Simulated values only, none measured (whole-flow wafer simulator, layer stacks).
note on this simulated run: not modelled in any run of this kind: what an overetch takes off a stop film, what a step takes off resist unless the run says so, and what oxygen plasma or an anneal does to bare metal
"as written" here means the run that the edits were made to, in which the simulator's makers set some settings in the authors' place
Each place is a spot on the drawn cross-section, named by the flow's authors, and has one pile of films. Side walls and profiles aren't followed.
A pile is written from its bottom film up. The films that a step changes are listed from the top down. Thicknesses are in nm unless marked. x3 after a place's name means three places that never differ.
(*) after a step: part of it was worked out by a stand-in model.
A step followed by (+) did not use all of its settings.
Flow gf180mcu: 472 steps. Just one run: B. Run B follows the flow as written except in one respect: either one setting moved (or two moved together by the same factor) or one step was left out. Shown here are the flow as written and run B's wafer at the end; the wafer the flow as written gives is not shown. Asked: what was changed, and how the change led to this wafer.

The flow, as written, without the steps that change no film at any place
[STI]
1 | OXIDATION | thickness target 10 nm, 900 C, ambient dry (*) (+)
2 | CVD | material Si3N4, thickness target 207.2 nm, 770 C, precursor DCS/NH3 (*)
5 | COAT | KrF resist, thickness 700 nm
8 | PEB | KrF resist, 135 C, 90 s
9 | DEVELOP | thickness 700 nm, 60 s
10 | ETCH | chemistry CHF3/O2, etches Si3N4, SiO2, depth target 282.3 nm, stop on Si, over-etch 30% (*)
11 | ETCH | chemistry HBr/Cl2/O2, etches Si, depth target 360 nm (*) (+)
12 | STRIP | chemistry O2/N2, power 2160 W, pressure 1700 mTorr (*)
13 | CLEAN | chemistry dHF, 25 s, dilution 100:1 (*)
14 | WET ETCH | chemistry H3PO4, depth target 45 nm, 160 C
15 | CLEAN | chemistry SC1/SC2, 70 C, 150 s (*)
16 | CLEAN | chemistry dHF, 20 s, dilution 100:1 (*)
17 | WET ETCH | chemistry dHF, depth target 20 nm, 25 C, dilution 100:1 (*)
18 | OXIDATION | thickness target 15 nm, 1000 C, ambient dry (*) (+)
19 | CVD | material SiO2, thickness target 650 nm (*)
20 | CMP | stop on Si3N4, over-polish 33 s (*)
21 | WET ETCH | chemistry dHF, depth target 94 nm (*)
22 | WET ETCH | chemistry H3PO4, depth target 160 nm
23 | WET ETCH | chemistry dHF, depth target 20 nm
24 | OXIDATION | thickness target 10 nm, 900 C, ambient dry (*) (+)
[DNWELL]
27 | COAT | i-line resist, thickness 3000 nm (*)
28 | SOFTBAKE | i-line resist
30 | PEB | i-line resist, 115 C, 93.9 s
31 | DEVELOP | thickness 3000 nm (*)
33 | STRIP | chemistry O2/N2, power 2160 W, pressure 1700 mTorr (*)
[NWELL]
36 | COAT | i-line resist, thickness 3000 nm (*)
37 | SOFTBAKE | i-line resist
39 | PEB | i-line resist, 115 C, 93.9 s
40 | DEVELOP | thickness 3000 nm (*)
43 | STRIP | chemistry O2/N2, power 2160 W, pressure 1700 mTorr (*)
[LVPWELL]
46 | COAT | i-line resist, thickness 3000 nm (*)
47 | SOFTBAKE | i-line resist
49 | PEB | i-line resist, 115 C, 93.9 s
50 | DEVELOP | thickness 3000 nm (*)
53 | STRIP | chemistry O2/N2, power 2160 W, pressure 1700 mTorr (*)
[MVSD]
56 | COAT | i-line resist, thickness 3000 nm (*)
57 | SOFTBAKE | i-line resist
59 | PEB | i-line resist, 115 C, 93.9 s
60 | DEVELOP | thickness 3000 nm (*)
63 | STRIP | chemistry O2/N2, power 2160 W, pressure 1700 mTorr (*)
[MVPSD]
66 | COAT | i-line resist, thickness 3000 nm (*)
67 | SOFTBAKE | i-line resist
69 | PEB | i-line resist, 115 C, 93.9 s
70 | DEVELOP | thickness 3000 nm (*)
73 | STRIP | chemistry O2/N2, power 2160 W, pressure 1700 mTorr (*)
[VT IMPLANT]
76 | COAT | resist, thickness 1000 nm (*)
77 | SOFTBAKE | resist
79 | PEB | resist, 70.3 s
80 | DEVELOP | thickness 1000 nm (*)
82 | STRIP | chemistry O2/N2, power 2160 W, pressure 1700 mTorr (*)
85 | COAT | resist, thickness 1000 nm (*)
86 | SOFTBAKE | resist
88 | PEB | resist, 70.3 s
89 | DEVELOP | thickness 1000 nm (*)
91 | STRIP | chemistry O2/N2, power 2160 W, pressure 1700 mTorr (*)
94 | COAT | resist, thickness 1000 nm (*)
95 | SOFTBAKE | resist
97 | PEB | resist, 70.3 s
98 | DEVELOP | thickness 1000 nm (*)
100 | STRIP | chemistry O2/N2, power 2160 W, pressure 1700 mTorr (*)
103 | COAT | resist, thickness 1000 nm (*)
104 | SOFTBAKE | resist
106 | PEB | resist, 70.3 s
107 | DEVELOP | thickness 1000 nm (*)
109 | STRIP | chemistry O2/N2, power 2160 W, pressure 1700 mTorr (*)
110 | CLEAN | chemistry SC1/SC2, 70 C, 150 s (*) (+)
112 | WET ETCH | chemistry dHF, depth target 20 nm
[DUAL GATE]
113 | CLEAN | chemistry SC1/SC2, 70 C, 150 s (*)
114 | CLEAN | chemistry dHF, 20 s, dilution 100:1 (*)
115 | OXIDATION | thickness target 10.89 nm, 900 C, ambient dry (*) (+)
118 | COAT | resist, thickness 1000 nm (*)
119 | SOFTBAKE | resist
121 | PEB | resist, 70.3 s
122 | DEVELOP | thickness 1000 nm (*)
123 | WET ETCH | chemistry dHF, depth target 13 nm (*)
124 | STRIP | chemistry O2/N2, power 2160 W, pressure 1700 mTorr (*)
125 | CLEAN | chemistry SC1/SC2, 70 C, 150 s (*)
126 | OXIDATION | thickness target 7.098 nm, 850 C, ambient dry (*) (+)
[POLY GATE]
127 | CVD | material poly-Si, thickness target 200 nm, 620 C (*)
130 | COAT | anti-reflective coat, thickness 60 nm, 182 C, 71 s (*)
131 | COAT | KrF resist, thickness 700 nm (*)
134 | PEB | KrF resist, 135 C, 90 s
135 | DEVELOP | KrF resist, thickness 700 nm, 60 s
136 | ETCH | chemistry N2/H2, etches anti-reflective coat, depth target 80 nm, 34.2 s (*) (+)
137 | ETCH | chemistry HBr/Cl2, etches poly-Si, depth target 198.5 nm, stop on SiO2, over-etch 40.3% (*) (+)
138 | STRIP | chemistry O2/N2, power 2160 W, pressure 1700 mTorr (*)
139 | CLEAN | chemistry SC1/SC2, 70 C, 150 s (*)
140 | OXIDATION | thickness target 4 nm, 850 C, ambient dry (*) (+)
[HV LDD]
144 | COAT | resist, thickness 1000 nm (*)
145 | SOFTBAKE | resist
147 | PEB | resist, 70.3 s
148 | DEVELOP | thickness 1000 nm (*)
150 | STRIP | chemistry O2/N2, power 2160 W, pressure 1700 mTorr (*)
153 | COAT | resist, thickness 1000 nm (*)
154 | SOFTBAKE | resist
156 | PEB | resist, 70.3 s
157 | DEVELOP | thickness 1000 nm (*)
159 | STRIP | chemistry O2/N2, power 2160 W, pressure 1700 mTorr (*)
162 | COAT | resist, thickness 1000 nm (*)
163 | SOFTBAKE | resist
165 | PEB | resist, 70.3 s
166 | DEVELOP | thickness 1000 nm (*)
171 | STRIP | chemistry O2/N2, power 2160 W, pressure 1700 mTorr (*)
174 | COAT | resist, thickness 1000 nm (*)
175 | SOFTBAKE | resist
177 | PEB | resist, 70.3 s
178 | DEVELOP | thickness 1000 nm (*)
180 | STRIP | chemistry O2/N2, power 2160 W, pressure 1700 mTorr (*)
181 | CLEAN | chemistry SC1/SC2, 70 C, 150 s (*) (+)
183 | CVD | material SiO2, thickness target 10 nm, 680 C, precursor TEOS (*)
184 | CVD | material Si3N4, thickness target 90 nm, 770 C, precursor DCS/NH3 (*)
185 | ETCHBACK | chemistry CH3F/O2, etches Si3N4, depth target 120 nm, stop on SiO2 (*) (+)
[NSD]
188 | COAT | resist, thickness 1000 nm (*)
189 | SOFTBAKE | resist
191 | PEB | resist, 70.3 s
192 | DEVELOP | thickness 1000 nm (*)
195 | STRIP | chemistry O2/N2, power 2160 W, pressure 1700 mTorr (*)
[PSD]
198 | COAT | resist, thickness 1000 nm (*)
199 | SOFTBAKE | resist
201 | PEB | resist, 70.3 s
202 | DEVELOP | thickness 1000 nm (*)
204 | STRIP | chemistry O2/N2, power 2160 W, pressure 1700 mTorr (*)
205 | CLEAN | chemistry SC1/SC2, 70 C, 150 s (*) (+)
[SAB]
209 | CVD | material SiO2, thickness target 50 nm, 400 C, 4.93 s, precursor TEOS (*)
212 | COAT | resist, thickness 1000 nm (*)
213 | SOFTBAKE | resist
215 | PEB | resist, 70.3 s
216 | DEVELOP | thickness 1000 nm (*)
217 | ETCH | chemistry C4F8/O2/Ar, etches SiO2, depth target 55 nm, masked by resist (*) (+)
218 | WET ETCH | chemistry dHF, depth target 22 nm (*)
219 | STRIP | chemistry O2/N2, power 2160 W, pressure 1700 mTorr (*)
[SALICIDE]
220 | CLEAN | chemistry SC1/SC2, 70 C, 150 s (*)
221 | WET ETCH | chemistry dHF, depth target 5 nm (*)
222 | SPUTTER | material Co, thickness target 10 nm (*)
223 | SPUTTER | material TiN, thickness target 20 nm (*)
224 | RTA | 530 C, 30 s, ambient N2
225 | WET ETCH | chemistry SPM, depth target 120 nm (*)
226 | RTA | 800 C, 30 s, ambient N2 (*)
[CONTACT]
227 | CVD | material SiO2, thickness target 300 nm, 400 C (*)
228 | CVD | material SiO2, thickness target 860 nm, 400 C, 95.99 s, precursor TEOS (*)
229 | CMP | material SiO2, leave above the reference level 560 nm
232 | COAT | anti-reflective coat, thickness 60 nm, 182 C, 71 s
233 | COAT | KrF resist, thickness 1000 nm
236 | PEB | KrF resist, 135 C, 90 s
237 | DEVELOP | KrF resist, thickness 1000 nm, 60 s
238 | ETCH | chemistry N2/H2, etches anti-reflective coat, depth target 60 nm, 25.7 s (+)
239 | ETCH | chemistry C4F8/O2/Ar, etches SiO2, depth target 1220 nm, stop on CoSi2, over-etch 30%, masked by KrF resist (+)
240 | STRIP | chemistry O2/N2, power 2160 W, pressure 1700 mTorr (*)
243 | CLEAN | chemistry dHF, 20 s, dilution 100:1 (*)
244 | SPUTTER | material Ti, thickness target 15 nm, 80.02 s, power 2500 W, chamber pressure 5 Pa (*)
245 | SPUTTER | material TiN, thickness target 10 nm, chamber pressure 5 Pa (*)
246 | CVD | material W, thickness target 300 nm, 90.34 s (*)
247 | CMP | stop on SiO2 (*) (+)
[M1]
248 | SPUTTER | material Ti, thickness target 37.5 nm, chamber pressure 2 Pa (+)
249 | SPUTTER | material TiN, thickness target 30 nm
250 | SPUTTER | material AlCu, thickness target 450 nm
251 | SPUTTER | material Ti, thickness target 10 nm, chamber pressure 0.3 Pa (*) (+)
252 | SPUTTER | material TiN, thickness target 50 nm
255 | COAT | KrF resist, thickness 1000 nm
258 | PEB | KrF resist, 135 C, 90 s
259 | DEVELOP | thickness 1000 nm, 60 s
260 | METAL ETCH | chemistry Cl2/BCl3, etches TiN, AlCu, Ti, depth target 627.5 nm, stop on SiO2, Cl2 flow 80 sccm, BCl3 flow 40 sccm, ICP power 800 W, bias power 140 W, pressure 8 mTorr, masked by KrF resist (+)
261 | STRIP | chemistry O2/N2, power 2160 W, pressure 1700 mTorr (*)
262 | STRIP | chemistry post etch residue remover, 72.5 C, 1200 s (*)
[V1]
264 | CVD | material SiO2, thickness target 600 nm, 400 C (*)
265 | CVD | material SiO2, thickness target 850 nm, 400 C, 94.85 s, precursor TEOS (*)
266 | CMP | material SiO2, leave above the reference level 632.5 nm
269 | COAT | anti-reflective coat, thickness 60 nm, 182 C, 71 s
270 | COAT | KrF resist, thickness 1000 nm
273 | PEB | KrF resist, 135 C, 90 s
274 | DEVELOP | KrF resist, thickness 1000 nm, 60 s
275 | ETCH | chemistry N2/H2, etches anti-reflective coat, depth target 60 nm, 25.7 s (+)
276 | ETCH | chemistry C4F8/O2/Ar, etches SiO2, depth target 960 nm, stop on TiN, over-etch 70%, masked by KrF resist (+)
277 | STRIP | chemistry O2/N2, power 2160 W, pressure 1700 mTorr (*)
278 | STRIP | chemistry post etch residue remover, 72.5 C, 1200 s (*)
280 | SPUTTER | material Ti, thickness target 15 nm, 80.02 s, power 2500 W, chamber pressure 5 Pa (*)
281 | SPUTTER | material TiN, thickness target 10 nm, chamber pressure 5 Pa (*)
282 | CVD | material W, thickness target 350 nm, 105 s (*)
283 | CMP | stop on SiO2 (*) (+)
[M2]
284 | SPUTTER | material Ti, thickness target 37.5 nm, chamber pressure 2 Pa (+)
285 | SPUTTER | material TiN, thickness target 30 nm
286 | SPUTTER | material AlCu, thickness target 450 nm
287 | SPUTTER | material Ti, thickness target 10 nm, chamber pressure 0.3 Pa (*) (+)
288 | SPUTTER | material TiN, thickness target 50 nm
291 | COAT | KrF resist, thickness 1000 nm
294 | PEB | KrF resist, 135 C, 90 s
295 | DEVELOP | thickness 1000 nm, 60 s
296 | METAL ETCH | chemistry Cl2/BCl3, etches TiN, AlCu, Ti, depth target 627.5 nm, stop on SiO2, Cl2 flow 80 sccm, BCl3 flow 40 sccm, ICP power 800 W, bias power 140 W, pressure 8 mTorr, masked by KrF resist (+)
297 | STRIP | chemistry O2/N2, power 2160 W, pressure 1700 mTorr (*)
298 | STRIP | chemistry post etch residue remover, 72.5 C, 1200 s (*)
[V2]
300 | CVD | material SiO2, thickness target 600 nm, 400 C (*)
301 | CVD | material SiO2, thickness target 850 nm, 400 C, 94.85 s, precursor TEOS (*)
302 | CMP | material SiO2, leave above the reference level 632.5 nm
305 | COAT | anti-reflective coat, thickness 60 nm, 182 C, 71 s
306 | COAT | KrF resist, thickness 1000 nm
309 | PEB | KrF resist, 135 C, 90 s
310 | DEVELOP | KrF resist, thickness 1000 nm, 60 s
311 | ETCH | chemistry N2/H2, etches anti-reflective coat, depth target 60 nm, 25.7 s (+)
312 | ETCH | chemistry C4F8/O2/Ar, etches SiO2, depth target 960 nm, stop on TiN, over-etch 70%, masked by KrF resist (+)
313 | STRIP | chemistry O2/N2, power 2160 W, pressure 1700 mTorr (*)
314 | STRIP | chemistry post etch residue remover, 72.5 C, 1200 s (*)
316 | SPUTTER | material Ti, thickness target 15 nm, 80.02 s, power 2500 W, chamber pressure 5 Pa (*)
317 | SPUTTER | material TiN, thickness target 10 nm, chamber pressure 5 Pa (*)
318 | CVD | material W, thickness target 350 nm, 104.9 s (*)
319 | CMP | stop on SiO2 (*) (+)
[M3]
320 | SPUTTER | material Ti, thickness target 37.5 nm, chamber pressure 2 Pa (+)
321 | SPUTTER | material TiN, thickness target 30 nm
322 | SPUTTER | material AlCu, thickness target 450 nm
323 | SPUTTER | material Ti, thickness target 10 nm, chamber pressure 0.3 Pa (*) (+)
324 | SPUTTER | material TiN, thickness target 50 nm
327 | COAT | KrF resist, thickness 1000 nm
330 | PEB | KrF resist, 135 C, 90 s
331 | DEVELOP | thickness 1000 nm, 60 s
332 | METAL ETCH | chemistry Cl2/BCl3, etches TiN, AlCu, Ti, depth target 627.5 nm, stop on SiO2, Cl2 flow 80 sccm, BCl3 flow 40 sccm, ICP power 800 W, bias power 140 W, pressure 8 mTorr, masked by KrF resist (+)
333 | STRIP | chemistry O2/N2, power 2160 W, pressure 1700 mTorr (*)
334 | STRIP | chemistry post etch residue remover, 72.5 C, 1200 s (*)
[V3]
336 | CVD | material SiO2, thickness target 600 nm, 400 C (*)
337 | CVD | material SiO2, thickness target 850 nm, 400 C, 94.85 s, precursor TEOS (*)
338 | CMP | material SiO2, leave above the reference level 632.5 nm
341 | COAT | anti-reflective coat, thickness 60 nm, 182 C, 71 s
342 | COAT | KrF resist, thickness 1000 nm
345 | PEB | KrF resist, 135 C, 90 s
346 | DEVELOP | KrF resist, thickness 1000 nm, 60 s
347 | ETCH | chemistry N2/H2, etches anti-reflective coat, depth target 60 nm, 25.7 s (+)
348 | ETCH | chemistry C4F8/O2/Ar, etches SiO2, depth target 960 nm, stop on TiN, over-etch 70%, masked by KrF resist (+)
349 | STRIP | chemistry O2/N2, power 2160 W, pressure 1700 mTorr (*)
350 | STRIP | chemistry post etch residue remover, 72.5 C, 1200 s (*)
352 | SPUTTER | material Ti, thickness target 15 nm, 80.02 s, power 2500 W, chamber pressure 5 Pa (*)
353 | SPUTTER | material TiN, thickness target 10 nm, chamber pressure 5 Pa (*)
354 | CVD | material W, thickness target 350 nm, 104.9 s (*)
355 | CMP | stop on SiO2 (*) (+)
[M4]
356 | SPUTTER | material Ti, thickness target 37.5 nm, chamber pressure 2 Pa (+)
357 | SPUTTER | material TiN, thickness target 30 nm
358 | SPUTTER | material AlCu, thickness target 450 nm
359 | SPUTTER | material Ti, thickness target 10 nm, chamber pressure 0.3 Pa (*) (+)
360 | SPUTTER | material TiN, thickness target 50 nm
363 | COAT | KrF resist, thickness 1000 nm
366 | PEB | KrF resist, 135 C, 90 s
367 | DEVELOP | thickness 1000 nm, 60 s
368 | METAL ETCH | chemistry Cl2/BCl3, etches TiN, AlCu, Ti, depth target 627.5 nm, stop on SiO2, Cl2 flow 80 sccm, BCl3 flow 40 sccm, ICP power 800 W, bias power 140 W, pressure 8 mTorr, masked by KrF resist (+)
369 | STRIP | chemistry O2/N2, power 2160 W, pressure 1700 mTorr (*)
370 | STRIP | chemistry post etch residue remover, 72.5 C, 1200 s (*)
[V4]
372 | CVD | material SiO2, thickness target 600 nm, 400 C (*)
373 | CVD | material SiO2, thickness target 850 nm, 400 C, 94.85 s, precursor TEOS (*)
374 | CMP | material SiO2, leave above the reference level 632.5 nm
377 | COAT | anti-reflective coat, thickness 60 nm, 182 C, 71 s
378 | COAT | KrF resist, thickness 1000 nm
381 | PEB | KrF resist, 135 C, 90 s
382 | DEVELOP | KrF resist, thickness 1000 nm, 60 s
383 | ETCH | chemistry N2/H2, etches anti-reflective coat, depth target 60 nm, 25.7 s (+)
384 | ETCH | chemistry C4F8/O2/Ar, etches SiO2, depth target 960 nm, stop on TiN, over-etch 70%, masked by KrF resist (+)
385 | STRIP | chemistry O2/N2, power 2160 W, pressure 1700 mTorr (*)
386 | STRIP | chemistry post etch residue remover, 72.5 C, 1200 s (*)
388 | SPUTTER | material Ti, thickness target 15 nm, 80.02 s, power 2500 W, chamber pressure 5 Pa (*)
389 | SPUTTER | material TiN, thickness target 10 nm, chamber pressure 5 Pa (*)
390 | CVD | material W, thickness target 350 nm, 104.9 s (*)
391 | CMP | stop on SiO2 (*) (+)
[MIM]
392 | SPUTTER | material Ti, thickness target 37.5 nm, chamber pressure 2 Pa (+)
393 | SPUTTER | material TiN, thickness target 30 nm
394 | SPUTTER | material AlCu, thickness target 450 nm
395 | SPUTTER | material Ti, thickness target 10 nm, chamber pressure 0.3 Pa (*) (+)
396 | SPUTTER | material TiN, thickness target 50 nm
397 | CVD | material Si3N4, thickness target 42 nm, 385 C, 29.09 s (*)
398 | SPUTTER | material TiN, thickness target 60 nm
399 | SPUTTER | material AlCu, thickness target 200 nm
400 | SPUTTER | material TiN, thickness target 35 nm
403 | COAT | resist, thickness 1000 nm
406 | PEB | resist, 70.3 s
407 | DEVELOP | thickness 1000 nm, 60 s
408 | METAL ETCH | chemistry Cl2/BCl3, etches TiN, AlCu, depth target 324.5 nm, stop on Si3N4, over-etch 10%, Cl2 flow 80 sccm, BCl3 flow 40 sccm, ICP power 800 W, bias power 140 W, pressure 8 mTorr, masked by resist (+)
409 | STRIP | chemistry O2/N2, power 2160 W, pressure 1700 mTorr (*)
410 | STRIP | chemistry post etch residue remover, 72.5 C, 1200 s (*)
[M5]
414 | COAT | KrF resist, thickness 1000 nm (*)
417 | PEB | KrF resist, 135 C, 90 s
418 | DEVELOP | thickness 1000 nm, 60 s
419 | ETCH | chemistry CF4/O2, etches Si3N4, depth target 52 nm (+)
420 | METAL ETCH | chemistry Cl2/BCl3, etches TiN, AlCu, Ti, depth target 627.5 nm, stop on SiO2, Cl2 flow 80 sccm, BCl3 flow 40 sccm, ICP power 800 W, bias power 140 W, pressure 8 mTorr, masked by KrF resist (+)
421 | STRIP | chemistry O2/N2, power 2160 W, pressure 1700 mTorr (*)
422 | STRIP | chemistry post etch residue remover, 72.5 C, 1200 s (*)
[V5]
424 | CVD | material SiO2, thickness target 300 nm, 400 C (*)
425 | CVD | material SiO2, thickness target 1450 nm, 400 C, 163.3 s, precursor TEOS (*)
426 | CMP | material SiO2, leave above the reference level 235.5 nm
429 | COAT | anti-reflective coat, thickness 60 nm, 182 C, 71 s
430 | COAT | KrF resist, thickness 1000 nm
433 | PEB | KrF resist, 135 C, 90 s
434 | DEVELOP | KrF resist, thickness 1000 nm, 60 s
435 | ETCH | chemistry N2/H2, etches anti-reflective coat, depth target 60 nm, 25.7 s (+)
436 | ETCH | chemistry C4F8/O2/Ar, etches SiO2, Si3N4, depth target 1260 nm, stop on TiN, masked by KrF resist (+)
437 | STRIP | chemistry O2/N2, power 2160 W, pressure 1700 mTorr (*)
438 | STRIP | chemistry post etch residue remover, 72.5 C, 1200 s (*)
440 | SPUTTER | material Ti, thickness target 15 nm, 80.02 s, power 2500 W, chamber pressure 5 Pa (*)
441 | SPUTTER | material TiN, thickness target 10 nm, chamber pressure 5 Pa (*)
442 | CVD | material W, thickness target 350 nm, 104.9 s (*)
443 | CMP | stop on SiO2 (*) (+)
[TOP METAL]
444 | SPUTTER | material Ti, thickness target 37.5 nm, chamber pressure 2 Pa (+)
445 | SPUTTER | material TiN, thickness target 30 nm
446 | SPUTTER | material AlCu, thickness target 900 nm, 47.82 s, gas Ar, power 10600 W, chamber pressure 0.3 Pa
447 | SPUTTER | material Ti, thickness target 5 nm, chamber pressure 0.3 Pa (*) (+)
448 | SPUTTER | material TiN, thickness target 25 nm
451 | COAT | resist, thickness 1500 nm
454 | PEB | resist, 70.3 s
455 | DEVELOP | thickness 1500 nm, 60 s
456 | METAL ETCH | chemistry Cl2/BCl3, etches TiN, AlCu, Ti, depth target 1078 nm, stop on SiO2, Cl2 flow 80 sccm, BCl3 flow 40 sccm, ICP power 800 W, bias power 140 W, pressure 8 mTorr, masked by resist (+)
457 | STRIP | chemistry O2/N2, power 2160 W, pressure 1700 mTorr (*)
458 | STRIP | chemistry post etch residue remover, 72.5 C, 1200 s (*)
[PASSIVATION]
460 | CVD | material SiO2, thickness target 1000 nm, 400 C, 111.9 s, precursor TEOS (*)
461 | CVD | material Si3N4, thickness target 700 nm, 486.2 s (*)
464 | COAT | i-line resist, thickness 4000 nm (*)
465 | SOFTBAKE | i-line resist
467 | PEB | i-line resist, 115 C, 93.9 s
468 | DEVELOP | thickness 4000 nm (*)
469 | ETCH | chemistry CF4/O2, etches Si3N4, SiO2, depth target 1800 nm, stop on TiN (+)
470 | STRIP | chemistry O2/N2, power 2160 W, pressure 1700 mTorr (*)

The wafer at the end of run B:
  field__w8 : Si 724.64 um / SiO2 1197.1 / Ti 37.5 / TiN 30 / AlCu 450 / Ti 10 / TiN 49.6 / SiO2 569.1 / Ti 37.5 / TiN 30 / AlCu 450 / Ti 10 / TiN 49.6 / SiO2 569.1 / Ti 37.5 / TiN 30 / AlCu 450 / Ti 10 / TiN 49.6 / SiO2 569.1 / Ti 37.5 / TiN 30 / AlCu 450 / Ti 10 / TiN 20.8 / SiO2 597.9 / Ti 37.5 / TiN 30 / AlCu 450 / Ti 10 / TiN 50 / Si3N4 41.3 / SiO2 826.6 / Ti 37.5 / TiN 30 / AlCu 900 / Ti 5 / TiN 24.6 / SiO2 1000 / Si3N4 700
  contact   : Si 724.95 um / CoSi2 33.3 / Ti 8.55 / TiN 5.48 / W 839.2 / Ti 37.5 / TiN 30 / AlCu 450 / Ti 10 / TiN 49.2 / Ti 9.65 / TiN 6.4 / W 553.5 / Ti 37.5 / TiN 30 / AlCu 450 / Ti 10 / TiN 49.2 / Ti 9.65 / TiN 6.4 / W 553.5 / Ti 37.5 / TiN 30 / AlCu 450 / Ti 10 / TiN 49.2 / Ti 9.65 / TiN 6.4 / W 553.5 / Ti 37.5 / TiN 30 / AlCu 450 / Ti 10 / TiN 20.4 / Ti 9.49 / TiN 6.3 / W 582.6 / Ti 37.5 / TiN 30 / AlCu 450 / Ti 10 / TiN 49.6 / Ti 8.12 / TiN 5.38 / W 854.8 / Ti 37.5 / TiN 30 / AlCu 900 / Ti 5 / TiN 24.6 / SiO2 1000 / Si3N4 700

What caused this: step 360, SPUTTER: thickness target 21.2 nm was run, while the flow as written has thickness target 50 nm.

How this came from the change, step by step:
  360 | SPUTTER | material TiN, thickness target 50 nm
      field, field__w1, field__w2 and 108 more: TiN gains 21.2 (new film) (in the flow as written it would be: TiN gains 50 (new film))
  368 | METAL ETCH | chemistry Cl2/BCl3, etches TiN, AlCu, Ti, depth target 627.5 nm, stop on SiO2, Cl2 flow 80 sccm, BCl3 flow 40 sccm, ICP power 800 W, bias power 140 W, pressure 8 mTorr, masked by KrF resist (+)
      field, field__w1, field__w2 and 103 more: TiN loses 21.2 (all of it), Ti loses 10 (all of it), AlCu loses 450 (all of it), TiN loses 30 (all of it), Ti loses 37.5 (all of it) (in the flow as written it would be: TiN loses 50 (all of it), Ti loses 10 (all of it), AlCu loses 450 (all of it), TiN loses 30 (all of it), Ti loses 37.5 (all of it))
  374 | CMP | material SiO2, leave above the reference level 632.5 nm
      field__w8, contact, m1, m1__w1, m1_nw: SiO2 loses 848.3 (in the flow as written it would be: SiO2 loses 877.1)
  384 | ETCH | chemistry C4F8/O2/Ar, etches SiO2, depth target 960 nm, stop on TiN, over-etch 70%, masked by KrF resist (+)
      contact: SiO2 loses 601.3 (all of it) (in the flow as written it would be: SiO2 loses 572.5 (all of it))
  390 | CVD | material W, thickness target 350 nm, 104.9 s (*)
      contact: W gains 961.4 (new film) (in the flow as written it would be: W gains 932.3 (new film))
